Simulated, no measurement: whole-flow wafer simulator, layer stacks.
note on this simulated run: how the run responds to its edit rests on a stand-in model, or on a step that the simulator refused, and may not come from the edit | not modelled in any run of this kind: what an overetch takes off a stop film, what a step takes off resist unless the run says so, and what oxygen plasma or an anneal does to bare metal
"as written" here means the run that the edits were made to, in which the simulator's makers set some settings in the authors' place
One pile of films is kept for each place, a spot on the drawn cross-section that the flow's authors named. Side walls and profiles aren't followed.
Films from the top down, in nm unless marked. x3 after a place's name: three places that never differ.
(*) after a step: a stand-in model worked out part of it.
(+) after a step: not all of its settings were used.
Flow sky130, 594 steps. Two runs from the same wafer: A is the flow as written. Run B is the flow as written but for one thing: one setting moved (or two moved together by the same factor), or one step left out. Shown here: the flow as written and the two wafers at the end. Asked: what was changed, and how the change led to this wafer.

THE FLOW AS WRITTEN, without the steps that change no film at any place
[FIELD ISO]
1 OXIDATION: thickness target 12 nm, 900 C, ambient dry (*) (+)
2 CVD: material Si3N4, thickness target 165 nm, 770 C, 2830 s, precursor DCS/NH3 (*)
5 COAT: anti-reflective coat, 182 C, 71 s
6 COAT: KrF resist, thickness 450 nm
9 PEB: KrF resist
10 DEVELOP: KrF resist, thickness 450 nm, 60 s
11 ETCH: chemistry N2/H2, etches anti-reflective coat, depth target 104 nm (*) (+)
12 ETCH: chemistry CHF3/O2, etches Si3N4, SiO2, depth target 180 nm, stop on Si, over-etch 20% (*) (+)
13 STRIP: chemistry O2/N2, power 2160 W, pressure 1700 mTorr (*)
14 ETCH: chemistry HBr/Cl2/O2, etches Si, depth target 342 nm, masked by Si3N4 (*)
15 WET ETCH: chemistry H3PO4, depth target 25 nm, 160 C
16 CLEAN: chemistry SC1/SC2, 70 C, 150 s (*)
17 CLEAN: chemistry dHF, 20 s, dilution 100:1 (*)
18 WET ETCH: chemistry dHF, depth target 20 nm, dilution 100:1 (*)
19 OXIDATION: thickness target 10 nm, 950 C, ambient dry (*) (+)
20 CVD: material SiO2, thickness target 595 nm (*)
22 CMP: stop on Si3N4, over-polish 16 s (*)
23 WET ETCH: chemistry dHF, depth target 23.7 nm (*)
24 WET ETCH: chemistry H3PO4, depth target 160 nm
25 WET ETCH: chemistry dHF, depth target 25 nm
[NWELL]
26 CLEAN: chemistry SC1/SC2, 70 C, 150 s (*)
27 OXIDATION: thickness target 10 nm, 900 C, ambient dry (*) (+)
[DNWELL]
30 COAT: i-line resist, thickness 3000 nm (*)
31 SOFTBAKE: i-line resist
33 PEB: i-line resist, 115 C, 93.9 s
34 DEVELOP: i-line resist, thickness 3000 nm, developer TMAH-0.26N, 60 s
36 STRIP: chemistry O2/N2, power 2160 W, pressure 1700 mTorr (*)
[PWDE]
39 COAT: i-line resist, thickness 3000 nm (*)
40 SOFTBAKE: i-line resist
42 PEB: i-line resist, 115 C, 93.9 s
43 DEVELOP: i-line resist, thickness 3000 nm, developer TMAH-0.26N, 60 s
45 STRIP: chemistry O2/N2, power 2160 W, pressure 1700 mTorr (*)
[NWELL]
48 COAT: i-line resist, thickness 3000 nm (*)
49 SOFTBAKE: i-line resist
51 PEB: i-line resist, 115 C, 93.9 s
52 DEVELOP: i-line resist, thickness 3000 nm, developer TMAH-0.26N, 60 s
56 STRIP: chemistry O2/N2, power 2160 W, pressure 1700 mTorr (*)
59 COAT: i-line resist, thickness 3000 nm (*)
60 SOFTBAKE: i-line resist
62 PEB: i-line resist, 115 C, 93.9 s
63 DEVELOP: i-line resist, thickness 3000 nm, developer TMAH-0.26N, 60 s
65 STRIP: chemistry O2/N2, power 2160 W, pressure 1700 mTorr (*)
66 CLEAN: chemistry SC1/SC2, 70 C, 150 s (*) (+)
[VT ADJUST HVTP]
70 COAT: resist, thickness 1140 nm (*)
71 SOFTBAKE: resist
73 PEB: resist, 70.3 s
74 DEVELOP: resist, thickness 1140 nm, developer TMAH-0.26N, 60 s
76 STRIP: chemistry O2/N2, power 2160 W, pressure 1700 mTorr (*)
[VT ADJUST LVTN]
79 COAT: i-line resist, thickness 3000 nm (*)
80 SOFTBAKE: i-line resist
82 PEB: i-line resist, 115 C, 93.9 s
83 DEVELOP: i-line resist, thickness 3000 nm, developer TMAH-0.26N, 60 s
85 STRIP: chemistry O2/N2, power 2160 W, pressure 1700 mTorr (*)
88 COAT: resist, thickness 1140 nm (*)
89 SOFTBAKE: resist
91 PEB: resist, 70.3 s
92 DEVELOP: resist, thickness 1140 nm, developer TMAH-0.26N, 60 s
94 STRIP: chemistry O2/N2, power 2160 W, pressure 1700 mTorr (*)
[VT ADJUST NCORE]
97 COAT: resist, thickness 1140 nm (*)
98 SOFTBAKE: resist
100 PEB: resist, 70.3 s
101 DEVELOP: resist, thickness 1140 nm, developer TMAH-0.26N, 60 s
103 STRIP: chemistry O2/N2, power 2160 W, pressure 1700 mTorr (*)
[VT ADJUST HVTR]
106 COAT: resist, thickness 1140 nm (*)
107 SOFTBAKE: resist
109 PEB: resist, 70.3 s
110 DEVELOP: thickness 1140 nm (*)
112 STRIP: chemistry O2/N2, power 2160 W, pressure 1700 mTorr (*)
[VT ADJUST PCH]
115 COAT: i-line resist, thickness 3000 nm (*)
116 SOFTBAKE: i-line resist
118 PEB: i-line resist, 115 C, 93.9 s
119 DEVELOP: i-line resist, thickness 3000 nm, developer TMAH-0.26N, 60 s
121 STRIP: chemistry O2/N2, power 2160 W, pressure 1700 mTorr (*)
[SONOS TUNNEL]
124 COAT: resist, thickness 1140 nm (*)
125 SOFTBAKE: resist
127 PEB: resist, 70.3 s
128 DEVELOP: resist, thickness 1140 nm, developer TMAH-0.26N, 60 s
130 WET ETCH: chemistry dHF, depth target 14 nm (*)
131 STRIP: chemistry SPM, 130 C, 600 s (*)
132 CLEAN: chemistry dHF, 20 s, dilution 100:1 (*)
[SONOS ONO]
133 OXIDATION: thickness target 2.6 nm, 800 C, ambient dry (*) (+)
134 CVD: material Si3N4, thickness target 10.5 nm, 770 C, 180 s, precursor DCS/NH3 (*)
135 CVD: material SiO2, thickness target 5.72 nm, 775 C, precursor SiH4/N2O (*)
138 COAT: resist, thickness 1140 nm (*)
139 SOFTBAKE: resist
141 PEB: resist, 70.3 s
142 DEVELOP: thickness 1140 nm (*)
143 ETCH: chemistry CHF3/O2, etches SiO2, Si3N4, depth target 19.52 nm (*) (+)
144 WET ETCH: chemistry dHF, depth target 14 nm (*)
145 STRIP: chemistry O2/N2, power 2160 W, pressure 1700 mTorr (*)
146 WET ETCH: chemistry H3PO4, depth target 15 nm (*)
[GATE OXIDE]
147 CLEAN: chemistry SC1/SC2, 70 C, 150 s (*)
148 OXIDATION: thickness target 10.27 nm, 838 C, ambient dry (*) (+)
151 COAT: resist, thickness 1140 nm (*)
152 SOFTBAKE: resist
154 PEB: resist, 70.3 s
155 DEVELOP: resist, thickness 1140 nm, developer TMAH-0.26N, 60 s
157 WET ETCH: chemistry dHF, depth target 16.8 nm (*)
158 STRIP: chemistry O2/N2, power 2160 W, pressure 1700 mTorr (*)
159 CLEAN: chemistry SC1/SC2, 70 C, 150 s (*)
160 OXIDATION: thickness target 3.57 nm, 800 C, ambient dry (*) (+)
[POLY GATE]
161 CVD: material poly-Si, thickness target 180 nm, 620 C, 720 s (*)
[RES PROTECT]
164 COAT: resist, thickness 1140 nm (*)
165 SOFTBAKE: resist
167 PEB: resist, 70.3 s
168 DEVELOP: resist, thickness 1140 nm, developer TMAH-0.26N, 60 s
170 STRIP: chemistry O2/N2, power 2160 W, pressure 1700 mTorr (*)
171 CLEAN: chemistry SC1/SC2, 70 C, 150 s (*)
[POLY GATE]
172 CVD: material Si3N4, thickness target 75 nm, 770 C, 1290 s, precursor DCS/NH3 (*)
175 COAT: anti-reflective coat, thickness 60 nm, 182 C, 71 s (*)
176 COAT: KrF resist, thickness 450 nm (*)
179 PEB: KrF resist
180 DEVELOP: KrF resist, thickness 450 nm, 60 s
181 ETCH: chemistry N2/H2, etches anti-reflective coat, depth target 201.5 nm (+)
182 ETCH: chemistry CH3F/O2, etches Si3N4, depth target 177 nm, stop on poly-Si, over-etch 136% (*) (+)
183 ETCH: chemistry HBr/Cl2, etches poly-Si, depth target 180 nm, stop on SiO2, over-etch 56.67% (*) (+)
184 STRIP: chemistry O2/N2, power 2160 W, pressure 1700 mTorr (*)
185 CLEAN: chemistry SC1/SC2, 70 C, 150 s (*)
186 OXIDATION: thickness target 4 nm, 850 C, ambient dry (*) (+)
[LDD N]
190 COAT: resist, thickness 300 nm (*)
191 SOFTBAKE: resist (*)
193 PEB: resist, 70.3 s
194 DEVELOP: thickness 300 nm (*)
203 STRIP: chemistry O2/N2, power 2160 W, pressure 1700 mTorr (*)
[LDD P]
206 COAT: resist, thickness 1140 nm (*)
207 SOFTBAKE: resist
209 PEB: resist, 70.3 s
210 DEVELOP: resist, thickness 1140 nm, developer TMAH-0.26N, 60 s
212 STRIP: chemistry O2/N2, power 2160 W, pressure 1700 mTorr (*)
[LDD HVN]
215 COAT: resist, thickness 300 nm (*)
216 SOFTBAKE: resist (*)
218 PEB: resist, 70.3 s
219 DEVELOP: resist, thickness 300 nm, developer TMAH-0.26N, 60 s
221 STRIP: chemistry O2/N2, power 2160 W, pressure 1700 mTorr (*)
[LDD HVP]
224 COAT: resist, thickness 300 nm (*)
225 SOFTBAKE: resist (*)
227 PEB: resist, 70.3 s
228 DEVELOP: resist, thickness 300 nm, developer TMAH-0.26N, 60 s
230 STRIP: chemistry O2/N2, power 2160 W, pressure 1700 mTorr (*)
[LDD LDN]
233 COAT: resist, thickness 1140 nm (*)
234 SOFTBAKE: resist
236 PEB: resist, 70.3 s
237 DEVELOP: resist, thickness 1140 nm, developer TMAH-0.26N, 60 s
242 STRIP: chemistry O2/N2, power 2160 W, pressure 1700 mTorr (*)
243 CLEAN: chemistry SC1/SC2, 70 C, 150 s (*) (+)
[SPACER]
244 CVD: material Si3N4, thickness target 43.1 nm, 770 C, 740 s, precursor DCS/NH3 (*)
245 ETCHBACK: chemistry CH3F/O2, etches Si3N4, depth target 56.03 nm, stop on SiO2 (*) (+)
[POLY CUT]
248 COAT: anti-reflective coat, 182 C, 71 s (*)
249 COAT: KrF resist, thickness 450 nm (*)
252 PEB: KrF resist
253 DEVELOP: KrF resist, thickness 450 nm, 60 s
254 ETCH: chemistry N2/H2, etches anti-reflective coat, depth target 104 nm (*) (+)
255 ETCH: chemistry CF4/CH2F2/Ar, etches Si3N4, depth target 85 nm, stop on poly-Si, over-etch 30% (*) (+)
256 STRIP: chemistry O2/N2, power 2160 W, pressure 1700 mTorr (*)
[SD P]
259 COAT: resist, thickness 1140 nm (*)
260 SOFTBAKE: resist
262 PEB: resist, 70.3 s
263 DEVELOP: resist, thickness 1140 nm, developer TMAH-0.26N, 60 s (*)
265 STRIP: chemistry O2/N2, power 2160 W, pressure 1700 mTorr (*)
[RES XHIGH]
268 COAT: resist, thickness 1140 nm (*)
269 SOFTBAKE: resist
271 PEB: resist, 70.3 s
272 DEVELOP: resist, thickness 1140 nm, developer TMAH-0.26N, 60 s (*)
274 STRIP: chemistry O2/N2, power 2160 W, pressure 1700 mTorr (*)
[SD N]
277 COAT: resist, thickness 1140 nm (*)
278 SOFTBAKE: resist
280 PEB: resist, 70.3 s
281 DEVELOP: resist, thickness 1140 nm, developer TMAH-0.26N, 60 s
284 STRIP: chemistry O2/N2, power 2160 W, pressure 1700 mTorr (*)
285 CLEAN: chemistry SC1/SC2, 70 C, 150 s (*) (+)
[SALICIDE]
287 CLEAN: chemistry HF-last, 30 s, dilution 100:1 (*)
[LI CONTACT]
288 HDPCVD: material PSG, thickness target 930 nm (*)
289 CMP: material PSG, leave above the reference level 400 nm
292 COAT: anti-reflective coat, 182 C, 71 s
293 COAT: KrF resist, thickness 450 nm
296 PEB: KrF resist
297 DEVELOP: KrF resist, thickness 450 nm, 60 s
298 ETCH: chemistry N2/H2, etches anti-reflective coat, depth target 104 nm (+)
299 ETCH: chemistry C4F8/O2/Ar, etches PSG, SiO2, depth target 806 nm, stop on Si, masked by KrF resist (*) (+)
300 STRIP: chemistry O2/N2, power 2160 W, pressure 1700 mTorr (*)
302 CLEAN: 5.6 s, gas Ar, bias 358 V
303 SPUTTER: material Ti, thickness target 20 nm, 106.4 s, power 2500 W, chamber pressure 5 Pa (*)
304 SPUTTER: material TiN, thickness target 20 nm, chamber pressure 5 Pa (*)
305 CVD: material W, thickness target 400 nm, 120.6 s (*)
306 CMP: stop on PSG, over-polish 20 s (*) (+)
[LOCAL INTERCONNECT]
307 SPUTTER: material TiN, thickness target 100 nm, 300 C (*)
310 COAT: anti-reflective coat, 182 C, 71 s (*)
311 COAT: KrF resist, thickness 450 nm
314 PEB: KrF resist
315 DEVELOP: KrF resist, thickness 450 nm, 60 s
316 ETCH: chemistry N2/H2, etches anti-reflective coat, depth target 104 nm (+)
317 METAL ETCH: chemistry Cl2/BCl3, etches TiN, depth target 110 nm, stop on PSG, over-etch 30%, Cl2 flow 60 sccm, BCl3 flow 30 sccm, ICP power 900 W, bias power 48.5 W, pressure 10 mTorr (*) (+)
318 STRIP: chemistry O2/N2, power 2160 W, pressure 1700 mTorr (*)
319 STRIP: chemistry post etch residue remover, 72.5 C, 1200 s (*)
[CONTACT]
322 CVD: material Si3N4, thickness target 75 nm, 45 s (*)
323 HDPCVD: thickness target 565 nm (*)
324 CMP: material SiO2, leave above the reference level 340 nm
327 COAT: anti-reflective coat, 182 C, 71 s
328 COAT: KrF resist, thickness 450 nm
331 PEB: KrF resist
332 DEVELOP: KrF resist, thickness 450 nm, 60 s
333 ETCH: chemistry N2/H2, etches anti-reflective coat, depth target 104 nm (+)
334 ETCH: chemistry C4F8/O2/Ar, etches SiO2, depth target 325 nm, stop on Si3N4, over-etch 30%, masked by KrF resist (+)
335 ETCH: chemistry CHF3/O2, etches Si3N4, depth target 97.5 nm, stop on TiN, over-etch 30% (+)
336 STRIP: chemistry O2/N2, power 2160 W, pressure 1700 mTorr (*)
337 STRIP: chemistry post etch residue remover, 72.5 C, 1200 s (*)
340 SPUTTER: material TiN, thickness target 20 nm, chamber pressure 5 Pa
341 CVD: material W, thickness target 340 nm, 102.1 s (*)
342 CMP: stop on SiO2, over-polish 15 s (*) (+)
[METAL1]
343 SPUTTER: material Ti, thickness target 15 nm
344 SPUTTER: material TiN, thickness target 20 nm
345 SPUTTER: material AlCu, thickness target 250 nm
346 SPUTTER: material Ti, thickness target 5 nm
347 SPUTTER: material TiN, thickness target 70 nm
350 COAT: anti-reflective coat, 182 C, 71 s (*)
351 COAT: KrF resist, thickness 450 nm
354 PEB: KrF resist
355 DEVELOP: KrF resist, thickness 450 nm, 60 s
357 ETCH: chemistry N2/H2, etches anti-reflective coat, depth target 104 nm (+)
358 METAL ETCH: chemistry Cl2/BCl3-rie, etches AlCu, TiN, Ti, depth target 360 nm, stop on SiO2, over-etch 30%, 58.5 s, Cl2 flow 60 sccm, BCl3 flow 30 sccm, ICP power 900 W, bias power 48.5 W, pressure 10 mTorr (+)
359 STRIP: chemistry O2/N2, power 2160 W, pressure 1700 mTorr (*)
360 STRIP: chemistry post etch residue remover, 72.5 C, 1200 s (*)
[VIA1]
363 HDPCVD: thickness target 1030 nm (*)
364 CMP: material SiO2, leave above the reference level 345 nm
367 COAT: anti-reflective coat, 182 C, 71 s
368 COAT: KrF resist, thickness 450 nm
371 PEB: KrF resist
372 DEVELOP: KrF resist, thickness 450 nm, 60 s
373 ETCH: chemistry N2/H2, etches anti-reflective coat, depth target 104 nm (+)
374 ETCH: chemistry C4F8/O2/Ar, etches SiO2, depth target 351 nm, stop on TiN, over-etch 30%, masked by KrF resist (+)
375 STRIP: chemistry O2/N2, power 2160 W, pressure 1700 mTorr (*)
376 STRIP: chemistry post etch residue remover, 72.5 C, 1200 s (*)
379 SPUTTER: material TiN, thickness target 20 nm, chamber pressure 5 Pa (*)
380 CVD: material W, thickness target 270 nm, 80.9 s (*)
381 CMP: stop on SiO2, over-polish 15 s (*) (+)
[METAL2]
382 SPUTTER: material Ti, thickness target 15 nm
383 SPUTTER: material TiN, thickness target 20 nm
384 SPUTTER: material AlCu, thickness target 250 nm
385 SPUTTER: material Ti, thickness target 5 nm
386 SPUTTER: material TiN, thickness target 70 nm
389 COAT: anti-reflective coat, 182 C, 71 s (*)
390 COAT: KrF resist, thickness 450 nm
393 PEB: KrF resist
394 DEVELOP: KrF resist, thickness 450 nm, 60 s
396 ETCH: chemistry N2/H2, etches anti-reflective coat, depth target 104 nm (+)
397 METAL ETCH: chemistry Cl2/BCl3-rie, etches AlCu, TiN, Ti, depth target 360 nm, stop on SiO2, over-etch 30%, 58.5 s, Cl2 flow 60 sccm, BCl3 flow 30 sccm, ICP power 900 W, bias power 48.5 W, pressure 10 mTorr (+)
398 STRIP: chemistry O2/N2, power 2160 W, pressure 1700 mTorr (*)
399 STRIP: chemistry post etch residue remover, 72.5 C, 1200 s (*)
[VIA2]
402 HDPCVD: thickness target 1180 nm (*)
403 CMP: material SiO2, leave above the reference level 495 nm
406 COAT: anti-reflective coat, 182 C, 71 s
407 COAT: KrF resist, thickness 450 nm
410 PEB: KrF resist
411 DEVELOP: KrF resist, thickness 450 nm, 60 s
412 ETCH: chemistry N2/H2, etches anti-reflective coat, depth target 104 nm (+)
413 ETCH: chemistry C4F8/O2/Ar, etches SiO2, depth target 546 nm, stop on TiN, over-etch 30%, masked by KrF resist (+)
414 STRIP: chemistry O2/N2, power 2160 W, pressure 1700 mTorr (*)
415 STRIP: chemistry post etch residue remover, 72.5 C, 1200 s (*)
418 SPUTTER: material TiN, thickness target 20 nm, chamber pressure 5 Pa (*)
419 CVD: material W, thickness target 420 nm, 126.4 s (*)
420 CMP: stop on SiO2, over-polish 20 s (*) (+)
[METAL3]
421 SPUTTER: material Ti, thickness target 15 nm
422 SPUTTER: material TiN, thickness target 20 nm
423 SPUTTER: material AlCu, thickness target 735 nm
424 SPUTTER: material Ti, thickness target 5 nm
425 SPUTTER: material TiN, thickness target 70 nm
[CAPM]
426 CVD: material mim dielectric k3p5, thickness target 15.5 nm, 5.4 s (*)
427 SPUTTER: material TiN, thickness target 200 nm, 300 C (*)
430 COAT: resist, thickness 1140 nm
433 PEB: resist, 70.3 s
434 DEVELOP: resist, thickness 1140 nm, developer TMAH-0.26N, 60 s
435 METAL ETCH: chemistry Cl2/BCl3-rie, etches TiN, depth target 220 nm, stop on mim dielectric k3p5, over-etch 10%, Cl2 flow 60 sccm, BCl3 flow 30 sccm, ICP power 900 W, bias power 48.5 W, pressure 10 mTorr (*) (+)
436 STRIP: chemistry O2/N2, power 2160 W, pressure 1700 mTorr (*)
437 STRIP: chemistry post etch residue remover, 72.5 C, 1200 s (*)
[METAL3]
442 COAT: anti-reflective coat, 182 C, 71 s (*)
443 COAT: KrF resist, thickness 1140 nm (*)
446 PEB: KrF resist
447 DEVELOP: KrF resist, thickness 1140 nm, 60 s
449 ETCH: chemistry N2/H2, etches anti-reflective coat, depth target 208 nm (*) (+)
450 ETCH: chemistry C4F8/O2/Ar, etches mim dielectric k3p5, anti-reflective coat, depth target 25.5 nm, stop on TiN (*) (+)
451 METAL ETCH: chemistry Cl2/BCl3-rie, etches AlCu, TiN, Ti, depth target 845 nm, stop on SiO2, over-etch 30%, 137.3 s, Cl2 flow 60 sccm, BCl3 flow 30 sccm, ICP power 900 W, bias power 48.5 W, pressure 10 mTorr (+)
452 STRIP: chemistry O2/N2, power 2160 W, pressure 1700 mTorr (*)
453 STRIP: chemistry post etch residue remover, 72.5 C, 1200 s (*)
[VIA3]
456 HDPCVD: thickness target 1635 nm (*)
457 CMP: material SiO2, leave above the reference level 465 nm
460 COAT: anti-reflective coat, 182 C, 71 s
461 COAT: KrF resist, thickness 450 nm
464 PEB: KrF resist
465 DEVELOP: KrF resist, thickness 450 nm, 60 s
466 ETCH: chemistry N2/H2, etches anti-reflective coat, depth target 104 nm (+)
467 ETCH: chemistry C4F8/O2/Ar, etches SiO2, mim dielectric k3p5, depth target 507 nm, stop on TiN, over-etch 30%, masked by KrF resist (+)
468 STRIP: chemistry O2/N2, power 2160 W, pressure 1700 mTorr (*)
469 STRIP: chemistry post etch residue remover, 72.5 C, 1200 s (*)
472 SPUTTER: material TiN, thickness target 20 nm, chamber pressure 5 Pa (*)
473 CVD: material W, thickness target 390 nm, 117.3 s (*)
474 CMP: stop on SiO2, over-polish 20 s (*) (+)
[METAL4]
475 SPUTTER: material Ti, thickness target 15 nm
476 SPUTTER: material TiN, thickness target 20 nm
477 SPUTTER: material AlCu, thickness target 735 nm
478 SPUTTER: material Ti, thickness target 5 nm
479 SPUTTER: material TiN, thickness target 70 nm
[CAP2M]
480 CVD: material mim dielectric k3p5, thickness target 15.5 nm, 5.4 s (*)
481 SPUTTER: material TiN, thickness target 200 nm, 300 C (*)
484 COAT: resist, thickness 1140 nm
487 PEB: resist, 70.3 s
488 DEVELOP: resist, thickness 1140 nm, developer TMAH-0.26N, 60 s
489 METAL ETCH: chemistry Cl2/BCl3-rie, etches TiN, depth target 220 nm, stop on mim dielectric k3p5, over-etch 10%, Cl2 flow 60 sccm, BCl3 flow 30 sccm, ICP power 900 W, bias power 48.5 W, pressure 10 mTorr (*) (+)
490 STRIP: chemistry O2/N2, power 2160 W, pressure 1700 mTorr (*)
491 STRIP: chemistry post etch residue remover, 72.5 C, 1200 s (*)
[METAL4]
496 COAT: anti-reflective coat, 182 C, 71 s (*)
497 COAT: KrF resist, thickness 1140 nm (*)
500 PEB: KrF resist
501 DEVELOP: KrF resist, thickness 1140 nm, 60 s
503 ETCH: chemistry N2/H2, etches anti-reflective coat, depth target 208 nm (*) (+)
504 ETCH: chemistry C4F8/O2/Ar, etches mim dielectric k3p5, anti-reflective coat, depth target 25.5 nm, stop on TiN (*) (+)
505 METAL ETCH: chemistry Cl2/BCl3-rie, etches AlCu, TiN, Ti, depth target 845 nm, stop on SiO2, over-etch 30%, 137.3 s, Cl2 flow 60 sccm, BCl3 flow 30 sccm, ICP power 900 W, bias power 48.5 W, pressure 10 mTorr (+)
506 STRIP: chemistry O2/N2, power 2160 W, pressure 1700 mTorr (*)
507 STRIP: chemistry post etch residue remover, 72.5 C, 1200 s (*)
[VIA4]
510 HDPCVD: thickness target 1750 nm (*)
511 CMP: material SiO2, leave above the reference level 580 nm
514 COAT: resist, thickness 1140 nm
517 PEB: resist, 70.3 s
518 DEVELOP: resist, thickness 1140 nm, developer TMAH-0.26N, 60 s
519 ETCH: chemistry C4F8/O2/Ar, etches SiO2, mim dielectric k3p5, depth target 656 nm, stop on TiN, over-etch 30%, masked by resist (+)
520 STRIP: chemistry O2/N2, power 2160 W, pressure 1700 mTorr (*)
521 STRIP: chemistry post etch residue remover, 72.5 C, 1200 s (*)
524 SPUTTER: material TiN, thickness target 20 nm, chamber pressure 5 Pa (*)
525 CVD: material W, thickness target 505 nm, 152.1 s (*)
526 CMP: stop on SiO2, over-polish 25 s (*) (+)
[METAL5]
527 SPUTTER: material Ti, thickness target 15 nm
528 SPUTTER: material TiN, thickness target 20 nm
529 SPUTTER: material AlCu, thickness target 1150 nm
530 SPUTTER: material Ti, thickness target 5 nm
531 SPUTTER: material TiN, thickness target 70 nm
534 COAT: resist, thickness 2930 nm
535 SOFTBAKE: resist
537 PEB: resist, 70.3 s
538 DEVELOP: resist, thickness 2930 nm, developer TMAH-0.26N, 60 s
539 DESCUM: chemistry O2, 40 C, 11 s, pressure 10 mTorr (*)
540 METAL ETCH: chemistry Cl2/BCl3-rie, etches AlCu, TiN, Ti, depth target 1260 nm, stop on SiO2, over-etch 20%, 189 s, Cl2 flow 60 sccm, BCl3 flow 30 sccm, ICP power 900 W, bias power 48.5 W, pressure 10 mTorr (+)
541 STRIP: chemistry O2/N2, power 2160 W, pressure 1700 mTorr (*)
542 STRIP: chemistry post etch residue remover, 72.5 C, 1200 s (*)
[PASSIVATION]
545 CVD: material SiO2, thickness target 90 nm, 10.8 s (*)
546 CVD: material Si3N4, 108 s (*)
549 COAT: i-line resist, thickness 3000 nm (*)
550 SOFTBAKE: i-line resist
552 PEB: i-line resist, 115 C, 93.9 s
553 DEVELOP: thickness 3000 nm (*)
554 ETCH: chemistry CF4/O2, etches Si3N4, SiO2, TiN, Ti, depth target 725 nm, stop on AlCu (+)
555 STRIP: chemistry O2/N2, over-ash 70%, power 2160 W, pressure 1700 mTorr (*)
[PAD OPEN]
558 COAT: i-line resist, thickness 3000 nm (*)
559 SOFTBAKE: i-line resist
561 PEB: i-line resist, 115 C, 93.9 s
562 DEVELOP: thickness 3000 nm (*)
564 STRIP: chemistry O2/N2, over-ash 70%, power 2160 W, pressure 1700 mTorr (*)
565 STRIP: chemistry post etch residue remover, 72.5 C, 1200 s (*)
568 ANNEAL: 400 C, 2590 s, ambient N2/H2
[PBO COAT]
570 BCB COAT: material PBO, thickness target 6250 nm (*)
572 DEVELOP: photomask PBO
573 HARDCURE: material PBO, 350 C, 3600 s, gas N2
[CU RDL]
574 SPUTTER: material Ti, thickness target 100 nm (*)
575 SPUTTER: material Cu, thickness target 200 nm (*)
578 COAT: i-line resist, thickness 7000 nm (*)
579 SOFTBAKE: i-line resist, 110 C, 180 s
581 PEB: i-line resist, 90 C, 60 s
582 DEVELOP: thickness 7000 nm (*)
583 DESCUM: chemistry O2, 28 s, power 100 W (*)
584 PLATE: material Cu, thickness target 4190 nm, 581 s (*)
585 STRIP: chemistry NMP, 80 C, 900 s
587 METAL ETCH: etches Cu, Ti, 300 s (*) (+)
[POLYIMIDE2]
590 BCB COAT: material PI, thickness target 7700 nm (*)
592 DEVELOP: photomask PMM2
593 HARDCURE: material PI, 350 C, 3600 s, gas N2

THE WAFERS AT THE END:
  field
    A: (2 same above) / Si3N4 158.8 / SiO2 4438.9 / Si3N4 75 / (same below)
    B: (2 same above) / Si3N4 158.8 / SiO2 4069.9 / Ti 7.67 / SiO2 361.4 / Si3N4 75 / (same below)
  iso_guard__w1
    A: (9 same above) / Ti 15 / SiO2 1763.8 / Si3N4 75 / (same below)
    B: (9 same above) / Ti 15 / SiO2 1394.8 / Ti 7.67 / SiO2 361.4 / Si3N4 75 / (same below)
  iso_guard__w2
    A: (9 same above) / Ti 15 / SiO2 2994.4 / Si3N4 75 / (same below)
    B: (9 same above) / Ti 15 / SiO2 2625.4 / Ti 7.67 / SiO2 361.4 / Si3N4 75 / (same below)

The cause: step 358, METAL ETCH: depth target 270 nm was run, where the flow has depth target 360 nm; step 358, METAL ETCH: 43.9 s was run, where the flow has 58.5 s.

How the change led to this, step by step:
  358 METAL ETCH: chemistry Cl2/BCl3-rie, etches AlCu, TiN, Ti, depth target 360 nm, stop on SiO2, over-etch 30%, 58.5 s, Cl2 flow 60 sccm, BCl3 flow 30 sccm, ICP power 900 W, bias power 48.5 W, pressure 10 mTorr (+)
      field, active, gate and 80 more: A TiN -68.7 (all of it), Ti -5 (all of it), AlCu -250 (all of it), TiN -20 (all of it), Ti -15 (all of it), SiO2 -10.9 | B TiN -68.7 (all of it), Ti -5 (all of it), AlCu -250 (all of it), TiN -20 (all of it), Ti -7.33
      rpo_hd: A TiN -68.7 (all of it), Ti -5 (all of it), AlCu -250 (all of it), TiN -20 (all of it), Ti -15 (all of it), SiO2 -10.9 | B TiN -68.7 (all of it), Ti -5 (all of it), AlCu -250 (all of it), TiN -20 (all of it), Ti -7.34
      (and at 107 more places)
  359 STRIP: chemistry O2/N2, power 2160 W, pressure 1700 mTorr (*)
      n_well, p_well, gate_hv and 100 more: A KrF resist -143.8 (all of it), anti-reflective coat -80 (all of it) | B KrF resist -202.3 (all of it), anti-reflective coat -80 (all of it)
      poly_licon, ndiff_licon, ndiff_licon_cpp, rpo_hd_licon: A KrF resist -143.9 (all of it), anti-reflective coat -80.5 (all of it) | B KrF resist -202.4 (all of it), anti-reflective coat -80.5 (all of it)
  363 HDPCVD: thickness target 1030 nm (*)
      field, active, gate and 81 more: A SiO2 +1030 | B SiO2 +1030 (new film)
  364 CMP: material SiO2, leave above the reference level 345 nm
      field, active, gate and 81 more: A SiO2 -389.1 | B SiO2 -407.7
Counting metal films that touch as one body, field has 1 body; the flow as written gives 0 bodies.
Counting metal films that touch as one body, iso_guard__w1 has 2 bodies (between them, from the top down: SiO2 1394.8); the flow as written gives 1 body.
Counting metal films that touch as one body, iso_guard__w2 has 2 bodies (between them, from the top down: SiO2 2625.4); the flow as written gives 1 body.
